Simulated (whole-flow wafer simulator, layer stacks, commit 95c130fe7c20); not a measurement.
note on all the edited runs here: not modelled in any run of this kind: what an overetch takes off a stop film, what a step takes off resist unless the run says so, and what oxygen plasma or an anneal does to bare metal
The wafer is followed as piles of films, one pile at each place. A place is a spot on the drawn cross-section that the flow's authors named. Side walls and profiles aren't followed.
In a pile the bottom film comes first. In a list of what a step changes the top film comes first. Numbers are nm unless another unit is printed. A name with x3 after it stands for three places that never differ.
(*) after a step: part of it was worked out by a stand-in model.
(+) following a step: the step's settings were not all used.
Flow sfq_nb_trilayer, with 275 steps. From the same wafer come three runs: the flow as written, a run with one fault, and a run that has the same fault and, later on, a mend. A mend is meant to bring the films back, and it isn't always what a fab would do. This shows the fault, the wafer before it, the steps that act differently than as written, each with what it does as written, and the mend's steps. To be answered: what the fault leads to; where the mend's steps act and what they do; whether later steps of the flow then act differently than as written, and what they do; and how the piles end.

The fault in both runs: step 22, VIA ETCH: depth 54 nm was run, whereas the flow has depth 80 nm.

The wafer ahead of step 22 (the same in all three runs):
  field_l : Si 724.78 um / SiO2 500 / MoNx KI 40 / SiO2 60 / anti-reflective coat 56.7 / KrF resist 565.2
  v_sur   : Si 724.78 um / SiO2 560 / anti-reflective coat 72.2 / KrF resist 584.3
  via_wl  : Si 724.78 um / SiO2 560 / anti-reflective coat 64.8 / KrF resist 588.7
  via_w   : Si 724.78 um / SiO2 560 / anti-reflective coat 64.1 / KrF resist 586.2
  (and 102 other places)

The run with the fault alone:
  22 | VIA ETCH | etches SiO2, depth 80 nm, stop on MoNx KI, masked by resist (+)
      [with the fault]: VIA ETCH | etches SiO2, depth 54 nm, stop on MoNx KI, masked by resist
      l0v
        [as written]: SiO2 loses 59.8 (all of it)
        [with the fault]: SiO2 loses 54
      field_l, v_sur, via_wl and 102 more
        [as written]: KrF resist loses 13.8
        [with the fault]: KrF resist loses 9.31
  Steps later in the flow that act otherwise than as written (7 other steps are not shown; they differ only slightly, by no more than 2% or 0.5 nm, whichever is larger):
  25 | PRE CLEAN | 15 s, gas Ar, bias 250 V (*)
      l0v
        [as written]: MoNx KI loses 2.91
        [with the fault]: SiO2 loses 5
  By the end, the piles at l0v depart from the flow's by more than 2% or 0.5 nm, whichever is larger.
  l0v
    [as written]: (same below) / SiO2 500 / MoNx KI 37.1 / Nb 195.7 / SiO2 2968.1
    [with the fault]: (same below) / SiO2 500 / MoNx KI 40 / SiO2 0.85 / Nb 196.3 / SiO2 2963.7

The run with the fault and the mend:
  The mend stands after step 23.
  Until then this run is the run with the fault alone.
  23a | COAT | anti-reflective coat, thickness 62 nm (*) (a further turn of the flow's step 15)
      p4_fl x3, p4_w1 x9, p4_g1 x2 and 59 more
        anti-reflective coat gains 62 (new film)
      gap, jj_sur, ce_l and 8 more
        anti-reflective coat gains 63.6 (new film)
      be, be_sur, field_r, lsp_l
        anti-reflective coat gains 63.7 (new film)
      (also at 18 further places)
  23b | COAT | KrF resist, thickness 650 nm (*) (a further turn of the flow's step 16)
      p4_fl x3, p4_w1 x9, p4_g1 x2 and 59 more
        KrF resist gains 650 (new film)
      c5j, ce_r, sp_r, be_r, r_sur
        KrF resist gains 656.7 (new film)
      jj_sur, ce_l, res, r_end
        KrF resist gains 656.8 (new film)
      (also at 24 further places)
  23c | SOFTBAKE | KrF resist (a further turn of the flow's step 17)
      does not change any film at any place that is followed
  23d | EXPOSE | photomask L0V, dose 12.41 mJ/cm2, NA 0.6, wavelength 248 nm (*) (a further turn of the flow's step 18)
      does not change any film at any place that is followed
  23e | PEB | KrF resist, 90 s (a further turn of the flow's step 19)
      p4_fl x3, p4_w1 x9, p4_g1 x2 and 59 more
        KrF resist loses 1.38
      via_v, wire, be and 17 more
        KrF resist loses 1.39
      v_sur, via_w, via_wr, via_sp, ln_m6
        KrF resist loses 1.4
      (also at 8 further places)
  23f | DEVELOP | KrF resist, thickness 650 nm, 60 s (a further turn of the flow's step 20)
      field_l, v_sur, via_wl and 102 more
        KrF resist loses 23.5
      l0v
        KrF resist loses 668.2 (all of it)
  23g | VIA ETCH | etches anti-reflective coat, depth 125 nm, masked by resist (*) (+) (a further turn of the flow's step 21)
      field_l, v_sur, via_wl and 102 more
        KrF resist loses 62
      l0v
        anti-reflective coat loses 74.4 (all of it), SiO2 loses 0.19
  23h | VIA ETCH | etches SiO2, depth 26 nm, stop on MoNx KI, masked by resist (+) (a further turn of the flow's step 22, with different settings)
      field_l, v_sur, via_wl and 102 more
        KrF resist loses 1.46
      l0v
        SiO2 loses 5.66 (all of it)
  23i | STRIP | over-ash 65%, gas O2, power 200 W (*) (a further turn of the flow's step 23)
      p4_fl x3, p4_w1 x9, p4_g1 x2 and 59 more
        KrF resist loses 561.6 (all of it), anti-reflective coat loses 62 (all of it)
      c5j, ce_r, sp_r, be_r, r_sur, res
        KrF resist loses 568.3 (all of it), anti-reflective coat loses 63.6 (all of it)
      gap, jj_sur, ce_l, r_end
        KrF resist loses 568.4 (all of it), anti-reflective coat loses 63.6 (all of it)
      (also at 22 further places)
  Every later step of the flow that is run acts as written at every place that is followed.
  By the end, the piles equal the flow's at every place that both follow.
